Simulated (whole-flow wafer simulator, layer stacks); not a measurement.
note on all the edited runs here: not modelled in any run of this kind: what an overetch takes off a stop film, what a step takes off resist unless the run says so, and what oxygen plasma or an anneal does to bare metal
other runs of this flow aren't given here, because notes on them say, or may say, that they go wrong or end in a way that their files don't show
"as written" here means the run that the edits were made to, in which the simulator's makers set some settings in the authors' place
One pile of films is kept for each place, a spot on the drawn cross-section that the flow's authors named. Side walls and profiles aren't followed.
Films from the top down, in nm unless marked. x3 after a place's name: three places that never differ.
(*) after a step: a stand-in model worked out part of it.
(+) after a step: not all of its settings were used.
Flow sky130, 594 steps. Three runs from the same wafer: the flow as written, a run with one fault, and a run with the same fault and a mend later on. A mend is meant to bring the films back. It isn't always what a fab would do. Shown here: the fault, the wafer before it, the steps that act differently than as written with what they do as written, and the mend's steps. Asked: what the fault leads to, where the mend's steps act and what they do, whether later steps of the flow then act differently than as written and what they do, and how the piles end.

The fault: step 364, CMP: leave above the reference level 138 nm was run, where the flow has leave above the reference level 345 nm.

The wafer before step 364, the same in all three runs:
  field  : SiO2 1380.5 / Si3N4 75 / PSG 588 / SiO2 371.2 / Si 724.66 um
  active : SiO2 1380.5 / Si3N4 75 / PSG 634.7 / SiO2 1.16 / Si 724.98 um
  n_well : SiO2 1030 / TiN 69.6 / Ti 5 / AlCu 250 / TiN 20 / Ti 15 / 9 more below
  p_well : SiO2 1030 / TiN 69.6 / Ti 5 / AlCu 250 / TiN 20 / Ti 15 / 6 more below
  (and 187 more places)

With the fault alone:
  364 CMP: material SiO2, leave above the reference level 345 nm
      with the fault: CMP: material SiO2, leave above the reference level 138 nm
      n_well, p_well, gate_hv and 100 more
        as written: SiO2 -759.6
        with the fault: SiO2 -966.6
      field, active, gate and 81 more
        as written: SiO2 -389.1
        with the fault: SiO2 -596.1
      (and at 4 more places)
  Later steps of the flow that act differently than as written (10 more steps differ only slightly, by at most 2% or 0.5 nm, whichever is larger, and aren't shown):
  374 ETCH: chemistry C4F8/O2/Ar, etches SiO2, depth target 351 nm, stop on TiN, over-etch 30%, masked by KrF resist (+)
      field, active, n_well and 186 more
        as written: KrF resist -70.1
        with the fault: KrF resist -16.3
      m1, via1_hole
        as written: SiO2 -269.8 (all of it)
        with the fault: SiO2 -62.8 (all of it)
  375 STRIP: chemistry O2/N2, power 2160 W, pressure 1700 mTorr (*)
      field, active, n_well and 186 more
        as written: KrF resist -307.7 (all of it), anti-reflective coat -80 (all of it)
        with the fault: KrF resist -361.5 (all of it), anti-reflective coat -80 (all of it)
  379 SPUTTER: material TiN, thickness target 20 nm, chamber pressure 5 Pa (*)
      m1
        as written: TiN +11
        with the fault: TiN +16.4
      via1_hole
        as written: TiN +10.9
        with the fault: TiN +16.4
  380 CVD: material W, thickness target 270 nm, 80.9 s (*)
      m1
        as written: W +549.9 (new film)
        with the fault: W +326.8 (new film)
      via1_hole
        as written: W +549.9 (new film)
        with the fault: W +326.9 (new film)
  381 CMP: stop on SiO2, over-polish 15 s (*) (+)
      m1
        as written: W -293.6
        with the fault: W -283
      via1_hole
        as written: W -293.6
        with the fault: W -283.1
  At the end the piles differ from the flow's by more than 2% or 0.5 nm, whichever is larger, at field, active, n_well and 190 more.
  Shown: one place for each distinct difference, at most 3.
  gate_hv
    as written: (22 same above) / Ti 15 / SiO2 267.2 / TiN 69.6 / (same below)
    with the fault: (22 same above) / Ti 15 / SiO2 60.2 / TiN 69.6 / (same below)
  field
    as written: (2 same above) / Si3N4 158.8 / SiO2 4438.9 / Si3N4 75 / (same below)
    with the fault: (2 same above) / Si3N4 158.8 / SiO2 4231.9 / Si3N4 75 / (same below)
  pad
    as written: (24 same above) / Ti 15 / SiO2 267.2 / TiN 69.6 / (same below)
    with the fault: (24 same above) / Ti 15 / SiO2 60.2 / TiN 69.6 / (same below)

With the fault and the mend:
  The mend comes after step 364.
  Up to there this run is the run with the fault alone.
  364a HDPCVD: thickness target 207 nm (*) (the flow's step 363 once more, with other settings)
      field, active, n_well and 188 more
        SiO2 +207
  No later step of the flow acts differently than as written, at any place that is followed, by more than 2% or 0.5 nm, whichever is larger.
  At the end the piles are the same as the flow's at every place that both follow.
